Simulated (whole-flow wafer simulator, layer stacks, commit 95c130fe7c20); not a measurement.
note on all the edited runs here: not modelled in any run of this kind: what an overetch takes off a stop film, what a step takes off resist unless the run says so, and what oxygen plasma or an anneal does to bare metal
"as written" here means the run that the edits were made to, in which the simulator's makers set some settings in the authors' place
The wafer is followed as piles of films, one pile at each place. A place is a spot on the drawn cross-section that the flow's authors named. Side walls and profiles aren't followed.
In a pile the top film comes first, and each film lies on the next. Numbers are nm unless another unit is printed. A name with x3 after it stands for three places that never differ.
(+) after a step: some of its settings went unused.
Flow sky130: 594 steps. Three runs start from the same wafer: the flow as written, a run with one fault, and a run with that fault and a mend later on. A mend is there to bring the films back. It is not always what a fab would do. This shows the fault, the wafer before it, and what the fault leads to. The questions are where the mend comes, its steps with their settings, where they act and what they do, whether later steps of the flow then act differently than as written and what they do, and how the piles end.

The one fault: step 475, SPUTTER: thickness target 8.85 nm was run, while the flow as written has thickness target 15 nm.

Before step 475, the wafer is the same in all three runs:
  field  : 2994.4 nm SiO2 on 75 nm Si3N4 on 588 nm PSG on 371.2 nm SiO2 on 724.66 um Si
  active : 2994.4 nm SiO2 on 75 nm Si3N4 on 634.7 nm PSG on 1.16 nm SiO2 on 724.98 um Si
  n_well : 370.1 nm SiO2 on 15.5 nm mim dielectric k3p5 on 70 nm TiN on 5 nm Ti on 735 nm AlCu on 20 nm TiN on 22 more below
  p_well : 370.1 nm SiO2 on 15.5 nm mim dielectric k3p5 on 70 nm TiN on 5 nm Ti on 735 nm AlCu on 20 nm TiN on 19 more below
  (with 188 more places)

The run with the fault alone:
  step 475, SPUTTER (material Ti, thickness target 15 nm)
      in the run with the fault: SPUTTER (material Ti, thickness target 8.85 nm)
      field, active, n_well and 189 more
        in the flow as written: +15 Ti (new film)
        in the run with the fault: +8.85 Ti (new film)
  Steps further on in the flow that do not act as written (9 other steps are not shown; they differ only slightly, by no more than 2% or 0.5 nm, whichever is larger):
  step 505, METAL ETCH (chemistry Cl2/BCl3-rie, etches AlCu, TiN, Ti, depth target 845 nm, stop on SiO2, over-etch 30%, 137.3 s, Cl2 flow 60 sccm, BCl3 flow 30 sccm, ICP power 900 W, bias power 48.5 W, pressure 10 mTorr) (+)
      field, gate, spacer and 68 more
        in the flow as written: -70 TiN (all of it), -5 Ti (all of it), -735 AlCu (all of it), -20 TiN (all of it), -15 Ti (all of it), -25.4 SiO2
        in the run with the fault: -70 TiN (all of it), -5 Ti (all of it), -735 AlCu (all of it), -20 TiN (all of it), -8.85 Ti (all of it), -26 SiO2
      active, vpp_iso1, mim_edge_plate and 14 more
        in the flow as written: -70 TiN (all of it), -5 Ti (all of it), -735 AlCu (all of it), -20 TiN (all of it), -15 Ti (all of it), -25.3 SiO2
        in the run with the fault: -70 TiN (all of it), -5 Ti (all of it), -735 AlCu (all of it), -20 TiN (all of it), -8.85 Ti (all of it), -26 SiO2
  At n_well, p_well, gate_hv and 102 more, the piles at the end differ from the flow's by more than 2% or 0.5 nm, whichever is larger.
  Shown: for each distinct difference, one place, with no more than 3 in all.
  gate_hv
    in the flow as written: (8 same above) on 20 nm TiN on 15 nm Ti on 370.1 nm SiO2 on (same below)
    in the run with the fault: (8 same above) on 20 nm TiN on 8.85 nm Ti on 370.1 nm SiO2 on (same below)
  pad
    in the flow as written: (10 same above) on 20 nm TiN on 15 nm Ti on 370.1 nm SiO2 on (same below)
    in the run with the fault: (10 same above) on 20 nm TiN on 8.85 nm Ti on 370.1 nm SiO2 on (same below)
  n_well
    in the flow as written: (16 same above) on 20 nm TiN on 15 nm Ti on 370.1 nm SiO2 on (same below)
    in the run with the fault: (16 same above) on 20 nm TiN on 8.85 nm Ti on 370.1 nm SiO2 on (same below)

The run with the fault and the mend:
  The mend stands after step 475.
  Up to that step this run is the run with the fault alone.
  step 475a, SPUTTER (material Ti, thickness target 6.15 nm) (the flow's step 475, run once more with other settings)
      field, active, n_well and 189 more
        +6.15 Ti
  Every later step of the flow that is run acts as written at every place that is followed.
  The piles end the same as the flow's at every place that both follow.
